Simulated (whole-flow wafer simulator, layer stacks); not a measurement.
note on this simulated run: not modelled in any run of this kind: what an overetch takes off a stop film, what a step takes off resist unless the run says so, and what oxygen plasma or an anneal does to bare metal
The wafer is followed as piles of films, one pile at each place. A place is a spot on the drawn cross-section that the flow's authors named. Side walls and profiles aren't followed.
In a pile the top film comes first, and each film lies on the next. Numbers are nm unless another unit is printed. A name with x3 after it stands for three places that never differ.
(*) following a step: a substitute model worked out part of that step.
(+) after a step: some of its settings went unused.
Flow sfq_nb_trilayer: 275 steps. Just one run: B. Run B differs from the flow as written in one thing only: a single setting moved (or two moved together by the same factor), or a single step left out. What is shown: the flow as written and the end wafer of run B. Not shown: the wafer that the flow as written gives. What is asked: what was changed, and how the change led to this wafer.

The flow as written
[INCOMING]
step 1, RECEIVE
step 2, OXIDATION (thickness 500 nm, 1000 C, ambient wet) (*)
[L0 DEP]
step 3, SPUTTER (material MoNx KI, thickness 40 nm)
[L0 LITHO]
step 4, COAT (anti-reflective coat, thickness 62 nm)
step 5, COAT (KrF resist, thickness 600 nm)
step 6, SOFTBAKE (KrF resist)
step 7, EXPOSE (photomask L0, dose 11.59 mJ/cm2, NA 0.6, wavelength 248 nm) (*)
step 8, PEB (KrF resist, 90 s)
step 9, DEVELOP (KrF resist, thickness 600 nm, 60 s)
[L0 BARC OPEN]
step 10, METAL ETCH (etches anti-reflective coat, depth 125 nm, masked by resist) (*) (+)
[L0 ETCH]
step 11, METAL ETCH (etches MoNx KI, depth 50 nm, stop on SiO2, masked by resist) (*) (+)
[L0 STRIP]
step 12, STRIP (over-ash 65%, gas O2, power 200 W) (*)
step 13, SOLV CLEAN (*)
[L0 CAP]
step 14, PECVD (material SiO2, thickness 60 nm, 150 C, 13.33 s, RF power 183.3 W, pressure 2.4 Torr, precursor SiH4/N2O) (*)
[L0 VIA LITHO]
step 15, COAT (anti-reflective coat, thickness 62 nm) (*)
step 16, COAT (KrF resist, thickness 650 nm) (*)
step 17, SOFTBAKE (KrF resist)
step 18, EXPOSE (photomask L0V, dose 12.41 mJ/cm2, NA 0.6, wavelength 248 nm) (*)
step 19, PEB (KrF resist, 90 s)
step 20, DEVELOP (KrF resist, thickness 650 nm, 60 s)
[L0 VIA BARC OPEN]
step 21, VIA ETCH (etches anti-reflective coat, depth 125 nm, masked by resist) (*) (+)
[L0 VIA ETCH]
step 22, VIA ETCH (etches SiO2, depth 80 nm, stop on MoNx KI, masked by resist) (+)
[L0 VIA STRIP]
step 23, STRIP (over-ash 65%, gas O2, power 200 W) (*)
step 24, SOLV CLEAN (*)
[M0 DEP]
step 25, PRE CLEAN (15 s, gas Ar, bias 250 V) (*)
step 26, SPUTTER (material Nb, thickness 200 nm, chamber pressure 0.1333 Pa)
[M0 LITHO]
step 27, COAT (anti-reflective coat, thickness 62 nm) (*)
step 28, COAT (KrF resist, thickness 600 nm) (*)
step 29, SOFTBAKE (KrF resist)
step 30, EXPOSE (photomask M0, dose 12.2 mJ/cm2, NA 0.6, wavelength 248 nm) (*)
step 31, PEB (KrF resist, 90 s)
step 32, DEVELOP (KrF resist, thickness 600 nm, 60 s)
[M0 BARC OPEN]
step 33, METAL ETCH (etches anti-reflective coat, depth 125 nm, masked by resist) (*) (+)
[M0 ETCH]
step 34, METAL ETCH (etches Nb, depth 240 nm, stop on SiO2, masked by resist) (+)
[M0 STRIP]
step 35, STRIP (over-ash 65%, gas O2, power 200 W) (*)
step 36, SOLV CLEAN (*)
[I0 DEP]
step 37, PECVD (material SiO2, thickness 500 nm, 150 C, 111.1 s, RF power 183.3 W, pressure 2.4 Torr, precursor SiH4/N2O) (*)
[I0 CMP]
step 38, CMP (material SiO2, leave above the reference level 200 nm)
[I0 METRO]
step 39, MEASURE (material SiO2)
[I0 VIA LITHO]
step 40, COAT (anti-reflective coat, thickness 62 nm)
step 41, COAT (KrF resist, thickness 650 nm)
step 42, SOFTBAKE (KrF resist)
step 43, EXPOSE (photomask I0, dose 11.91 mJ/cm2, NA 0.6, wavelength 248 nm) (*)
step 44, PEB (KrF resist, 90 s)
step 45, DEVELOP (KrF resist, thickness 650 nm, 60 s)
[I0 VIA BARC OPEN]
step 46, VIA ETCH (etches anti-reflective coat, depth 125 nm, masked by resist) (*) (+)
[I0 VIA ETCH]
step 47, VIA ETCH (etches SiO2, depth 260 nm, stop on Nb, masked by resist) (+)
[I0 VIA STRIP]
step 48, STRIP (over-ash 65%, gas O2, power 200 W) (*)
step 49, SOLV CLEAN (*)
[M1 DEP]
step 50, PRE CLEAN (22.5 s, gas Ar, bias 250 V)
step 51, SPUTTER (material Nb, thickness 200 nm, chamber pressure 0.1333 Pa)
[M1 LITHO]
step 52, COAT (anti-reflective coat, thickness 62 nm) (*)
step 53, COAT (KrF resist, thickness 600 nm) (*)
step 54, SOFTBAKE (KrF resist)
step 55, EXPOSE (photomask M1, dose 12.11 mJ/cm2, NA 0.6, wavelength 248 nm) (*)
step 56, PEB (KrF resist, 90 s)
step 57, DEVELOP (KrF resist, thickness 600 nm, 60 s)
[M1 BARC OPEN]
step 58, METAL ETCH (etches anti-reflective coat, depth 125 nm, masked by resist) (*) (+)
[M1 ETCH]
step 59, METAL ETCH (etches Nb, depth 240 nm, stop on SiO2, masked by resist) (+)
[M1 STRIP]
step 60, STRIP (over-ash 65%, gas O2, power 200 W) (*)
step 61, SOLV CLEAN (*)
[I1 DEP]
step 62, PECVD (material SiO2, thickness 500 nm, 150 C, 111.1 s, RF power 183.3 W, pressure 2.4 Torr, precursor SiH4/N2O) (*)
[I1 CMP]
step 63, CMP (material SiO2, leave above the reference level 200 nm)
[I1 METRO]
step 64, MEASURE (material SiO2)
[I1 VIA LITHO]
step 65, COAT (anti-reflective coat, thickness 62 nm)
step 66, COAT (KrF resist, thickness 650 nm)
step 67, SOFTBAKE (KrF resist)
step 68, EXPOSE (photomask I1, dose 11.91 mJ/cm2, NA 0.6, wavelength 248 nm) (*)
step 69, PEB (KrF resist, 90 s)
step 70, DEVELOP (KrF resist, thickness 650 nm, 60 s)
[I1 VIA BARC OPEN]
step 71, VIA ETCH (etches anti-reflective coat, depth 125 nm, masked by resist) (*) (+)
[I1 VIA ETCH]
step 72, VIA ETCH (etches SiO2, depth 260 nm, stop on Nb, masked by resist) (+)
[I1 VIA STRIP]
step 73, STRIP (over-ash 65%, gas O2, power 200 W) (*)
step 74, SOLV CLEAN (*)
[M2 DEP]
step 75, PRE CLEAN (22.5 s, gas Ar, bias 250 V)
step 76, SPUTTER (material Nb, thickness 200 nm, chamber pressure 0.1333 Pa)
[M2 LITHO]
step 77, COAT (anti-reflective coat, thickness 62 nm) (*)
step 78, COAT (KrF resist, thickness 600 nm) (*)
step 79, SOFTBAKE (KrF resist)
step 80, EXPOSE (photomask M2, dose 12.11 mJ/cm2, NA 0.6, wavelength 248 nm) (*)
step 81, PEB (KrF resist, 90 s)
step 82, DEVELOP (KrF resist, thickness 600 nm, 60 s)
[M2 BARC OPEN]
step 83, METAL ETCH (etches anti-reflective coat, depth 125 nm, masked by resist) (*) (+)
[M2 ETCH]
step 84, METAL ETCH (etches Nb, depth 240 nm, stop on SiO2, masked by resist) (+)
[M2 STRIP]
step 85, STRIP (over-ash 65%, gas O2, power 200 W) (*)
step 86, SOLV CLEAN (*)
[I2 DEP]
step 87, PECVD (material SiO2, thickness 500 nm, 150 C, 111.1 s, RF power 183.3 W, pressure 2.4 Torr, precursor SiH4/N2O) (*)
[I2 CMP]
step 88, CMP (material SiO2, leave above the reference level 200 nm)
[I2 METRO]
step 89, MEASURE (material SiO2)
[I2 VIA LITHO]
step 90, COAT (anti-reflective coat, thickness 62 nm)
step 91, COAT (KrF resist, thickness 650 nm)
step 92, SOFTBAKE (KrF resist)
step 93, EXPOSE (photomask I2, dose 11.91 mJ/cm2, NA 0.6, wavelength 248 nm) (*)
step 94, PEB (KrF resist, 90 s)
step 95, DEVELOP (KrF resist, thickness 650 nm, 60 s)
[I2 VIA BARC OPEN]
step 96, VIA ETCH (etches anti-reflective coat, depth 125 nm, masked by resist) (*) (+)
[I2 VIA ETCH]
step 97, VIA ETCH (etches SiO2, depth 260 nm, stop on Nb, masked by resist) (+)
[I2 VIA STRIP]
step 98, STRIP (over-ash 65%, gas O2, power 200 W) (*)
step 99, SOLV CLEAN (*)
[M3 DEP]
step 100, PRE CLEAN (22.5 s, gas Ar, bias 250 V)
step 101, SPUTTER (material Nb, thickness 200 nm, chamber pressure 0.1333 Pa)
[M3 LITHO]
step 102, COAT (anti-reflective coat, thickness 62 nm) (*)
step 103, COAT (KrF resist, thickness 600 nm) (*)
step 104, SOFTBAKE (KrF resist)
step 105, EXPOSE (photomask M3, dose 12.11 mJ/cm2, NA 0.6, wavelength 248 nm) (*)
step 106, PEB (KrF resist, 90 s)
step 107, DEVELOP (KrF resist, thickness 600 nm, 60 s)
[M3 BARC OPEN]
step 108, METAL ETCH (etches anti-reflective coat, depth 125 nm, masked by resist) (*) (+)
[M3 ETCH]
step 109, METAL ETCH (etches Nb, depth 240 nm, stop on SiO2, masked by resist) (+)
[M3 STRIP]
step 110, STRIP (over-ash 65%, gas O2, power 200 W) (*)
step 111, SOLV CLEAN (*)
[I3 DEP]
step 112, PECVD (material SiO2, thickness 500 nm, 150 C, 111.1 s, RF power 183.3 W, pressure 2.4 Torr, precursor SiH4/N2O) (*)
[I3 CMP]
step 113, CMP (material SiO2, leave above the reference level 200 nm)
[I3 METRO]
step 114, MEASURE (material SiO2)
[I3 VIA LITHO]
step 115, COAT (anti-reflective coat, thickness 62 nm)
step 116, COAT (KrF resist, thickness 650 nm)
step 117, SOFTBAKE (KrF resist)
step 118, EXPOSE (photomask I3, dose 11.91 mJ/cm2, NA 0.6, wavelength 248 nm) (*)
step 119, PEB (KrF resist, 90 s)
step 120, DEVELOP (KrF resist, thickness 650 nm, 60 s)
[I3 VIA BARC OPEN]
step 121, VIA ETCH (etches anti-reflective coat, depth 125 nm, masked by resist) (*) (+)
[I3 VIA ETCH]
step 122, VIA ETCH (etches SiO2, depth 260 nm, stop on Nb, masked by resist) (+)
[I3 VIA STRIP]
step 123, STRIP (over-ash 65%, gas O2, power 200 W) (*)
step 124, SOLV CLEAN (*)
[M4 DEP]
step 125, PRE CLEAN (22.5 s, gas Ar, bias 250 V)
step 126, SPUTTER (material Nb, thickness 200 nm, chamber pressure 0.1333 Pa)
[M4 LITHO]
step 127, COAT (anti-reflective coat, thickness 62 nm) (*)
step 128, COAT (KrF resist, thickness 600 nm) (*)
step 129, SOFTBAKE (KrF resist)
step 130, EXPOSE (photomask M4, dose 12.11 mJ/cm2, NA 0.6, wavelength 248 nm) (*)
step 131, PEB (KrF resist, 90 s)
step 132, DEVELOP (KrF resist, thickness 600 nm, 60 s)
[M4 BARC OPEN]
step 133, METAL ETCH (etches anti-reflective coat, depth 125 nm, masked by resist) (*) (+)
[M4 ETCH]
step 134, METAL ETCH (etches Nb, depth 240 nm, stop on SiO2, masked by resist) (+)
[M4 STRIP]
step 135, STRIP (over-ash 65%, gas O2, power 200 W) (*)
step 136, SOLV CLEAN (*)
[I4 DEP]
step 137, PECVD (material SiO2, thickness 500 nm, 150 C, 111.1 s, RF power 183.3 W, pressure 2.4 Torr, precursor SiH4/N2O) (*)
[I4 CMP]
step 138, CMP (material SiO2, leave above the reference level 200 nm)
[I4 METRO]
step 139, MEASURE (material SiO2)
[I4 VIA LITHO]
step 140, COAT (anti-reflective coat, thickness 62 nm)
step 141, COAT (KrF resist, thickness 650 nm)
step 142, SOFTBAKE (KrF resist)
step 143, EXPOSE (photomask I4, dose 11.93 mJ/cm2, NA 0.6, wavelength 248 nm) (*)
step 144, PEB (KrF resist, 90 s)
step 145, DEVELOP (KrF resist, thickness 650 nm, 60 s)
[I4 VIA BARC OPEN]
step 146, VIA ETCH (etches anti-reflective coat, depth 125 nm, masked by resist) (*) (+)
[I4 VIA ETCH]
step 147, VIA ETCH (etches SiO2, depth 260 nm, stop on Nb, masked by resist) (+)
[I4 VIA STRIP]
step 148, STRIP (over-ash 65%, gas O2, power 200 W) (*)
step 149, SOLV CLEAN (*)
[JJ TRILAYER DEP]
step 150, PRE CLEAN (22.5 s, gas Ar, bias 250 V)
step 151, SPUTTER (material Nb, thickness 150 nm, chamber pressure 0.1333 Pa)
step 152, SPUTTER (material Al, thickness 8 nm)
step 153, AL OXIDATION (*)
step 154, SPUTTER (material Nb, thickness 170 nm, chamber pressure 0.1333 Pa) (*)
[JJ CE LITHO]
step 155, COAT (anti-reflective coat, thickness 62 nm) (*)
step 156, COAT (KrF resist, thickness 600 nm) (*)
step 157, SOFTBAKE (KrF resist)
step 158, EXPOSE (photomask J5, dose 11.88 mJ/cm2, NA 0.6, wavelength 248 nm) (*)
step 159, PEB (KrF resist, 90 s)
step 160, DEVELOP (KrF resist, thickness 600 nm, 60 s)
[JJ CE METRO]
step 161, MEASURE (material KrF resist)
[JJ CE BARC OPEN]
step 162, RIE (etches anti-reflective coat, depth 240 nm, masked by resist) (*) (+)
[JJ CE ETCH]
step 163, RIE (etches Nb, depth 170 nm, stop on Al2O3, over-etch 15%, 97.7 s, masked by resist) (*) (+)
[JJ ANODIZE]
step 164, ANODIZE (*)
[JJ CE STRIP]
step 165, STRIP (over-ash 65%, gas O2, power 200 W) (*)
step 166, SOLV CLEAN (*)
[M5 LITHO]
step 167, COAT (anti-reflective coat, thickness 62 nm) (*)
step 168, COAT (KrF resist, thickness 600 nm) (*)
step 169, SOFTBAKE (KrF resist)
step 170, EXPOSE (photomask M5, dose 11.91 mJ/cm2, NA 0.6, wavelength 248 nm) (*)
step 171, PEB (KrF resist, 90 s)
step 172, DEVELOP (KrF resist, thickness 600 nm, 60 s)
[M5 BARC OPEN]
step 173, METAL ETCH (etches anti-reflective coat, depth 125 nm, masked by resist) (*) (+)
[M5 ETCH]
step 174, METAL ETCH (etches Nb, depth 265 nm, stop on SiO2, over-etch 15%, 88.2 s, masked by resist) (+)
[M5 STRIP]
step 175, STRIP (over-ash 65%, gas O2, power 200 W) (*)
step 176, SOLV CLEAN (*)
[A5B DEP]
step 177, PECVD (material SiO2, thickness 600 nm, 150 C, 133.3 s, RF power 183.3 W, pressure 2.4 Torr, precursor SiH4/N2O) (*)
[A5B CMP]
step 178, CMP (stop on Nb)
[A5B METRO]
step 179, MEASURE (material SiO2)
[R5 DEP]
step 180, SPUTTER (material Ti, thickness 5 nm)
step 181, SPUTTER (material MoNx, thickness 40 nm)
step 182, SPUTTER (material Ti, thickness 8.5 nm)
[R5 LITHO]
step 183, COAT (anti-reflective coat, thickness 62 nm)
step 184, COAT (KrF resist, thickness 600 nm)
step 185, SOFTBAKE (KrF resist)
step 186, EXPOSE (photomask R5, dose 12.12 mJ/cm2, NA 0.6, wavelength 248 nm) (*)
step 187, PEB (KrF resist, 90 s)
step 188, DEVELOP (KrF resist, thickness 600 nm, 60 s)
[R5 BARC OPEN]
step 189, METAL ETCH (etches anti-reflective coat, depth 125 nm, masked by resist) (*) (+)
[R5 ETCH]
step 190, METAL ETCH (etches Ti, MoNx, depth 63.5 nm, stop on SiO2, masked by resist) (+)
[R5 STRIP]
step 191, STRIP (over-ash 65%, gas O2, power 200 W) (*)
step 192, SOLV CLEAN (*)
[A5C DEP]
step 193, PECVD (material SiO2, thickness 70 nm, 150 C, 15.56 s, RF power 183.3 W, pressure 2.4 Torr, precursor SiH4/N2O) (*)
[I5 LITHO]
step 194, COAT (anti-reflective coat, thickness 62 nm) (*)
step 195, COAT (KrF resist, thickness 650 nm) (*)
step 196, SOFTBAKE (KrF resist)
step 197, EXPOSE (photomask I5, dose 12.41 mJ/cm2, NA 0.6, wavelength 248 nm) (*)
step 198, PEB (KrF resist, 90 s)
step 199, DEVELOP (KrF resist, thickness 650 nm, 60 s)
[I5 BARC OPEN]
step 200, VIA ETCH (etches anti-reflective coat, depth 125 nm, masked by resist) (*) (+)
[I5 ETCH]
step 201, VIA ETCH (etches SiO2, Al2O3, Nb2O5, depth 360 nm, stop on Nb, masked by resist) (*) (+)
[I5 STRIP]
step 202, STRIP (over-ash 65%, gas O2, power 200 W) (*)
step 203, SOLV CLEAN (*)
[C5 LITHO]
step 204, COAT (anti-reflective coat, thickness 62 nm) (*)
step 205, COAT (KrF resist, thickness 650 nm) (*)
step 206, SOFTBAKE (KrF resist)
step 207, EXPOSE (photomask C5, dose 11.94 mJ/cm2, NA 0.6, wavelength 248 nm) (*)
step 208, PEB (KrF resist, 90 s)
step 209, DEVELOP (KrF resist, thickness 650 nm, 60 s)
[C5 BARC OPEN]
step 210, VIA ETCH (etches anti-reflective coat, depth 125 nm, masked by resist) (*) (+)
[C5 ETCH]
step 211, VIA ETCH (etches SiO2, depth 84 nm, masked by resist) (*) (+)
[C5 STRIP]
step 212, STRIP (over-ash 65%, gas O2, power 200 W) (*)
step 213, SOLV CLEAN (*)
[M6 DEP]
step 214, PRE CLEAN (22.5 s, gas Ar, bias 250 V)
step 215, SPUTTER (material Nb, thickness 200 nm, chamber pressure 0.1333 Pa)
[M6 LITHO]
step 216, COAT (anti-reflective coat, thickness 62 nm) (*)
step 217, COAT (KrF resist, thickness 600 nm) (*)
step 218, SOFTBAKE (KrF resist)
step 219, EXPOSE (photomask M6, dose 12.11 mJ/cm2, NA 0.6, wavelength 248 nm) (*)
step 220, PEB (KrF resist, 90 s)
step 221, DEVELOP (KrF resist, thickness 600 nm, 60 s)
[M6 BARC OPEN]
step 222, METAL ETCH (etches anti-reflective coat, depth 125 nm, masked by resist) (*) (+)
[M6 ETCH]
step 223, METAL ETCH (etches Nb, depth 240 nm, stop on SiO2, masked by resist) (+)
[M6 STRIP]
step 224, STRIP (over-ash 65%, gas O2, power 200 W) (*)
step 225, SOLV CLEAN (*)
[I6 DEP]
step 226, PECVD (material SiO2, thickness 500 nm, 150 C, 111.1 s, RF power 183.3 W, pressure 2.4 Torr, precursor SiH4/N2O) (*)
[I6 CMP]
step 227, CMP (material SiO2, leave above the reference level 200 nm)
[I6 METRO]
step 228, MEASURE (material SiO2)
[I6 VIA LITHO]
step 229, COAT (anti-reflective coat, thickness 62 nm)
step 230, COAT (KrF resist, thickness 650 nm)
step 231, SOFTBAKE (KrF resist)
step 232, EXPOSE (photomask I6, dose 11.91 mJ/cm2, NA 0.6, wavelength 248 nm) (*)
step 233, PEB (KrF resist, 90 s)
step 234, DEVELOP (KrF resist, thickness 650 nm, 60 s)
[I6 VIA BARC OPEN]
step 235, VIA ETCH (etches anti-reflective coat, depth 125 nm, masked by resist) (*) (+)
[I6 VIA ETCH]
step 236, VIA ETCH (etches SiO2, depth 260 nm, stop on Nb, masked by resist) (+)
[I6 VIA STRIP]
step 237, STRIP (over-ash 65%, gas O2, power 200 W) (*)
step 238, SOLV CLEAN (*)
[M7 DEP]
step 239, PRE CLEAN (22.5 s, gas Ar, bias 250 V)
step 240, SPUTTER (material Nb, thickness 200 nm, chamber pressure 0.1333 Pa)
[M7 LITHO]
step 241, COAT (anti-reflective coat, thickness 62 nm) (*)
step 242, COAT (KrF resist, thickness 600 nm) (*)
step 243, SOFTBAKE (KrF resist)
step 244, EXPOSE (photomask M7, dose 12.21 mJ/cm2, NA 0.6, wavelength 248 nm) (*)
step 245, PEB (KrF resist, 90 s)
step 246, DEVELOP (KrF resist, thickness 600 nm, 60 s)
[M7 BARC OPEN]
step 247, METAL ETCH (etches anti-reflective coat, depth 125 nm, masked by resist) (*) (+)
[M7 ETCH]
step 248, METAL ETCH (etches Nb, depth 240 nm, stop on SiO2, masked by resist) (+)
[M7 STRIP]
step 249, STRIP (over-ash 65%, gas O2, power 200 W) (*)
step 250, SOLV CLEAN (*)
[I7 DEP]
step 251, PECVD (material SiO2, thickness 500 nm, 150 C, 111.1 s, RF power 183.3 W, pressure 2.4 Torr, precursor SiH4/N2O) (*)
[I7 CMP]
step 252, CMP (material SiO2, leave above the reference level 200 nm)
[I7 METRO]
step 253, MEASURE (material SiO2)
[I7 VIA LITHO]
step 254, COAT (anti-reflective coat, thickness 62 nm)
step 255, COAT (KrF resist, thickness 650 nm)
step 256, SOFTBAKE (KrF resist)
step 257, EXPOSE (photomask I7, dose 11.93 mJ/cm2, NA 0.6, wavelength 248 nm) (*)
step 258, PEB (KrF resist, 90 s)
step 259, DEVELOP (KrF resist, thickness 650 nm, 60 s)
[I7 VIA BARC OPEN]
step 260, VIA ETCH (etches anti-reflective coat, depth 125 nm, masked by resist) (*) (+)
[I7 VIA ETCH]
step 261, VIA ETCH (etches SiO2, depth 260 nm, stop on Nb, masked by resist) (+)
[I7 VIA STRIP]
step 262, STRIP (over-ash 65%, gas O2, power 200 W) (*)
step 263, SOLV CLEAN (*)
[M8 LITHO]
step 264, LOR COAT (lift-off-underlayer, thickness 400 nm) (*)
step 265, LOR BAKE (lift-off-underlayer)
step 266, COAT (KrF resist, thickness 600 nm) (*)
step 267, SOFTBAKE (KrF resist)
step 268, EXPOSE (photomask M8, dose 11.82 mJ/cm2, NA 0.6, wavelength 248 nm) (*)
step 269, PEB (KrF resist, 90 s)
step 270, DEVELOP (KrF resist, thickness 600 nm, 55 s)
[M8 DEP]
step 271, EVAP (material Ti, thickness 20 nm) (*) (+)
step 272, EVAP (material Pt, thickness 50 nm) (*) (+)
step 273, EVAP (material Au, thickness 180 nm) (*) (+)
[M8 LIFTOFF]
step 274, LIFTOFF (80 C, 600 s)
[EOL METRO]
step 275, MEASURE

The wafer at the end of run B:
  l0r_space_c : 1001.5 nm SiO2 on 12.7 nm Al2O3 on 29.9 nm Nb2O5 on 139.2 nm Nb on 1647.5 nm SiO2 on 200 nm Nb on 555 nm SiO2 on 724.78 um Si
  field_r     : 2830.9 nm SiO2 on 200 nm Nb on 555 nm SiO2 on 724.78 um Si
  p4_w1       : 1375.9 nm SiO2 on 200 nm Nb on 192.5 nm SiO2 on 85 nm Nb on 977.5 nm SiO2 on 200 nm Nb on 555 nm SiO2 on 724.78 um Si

What caused this: step 101, SPUTTER: thickness 85 nm was run, though the flow has thickness 200 nm.
The wafer itself shows it: p4_w1 has Nb 85, and step 101 as written asks for 200 nm.

The path from the change to this, step by step:
  step 101, SPUTTER (material Nb, thickness 200 nm, chamber pressure 0.1333 Pa)
      field_l, v_sur, via_wl and 102 more: +85 Nb (new film) (in the flow as written it would be: +200 Nb (new film))
      via_w: +70 Nb (in the flow as written it would be: +165.5 Nb)
  step 102, COAT (anti-reflective coat, thickness 62 nm) (*)
      via_wl: +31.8 anti-reflective coat (new film) (in the flow as written it would be: +34.2 anti-reflective coat (new film))
      via_w: +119 anti-reflective coat (new film) (in the flow as written it would be: +124.8 anti-reflective coat (new film))
      (as well as at 1 more place)
  step 109, METAL ETCH (etches Nb, depth 240 nm, stop on SiO2, masked by resist) (+)
      field_l, be, be_sur and 72 more: -85 Nb (all of it) (in the flow as written it would be: -200 Nb (all of it))
      v_sur, via_wl, via_w and 28 more: -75 KrF resist (in the flow as written it would be: -141.2 KrF resist)
  step 110, STRIP (over-ash 65%, gas O2, power 200 W) (*)
      p4_w1, p4_w2, p4_w3 and 21 more: -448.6 KrF resist (all of it), -62 anti-reflective coat (all of it) (in the flow as written it would be: -382.4 KrF resist (all of it), -62 anti-reflective coat (all of it))
      v_sur: -433.9 KrF resist (all of it), -60.5 anti-reflective coat (all of it) (in the flow as written it would be: -365.3 KrF resist (all of it), -61.1 anti-reflective coat (all of it))
      (as well as at 6 more places)
  step 112, PECVD (material SiO2, thickness 500 nm, 150 C, 111.1 s, RF power 183.3 W, pressure 2.4 Torr, precursor SiH4/N2O) (*)
      p4_g1, p4_g2, p3_s0, p3_s1, p3_s2, p3_s3, p3_s4, p3_s5: +500 SiO2 (in the flow as written it would be: +557.1 SiO2)
      via_w: +582.8 SiO2 (new film) (in the flow as written it would be: +615 SiO2 (new film))
  step 113, CMP (material SiO2, leave above the reference level 200 nm)
      field_l, be, be_sur and 64 more: -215 SiO2 (in the flow as written it would be: -100 SiO2)
      p4_g1, p4_g2, p3_s0, p3_s1, p3_s2, p3_s3, p3_s4, p3_s5: -215 SiO2 (in the flow as written it would be: -157.1 SiO2)
      (as well as at 1 more place)
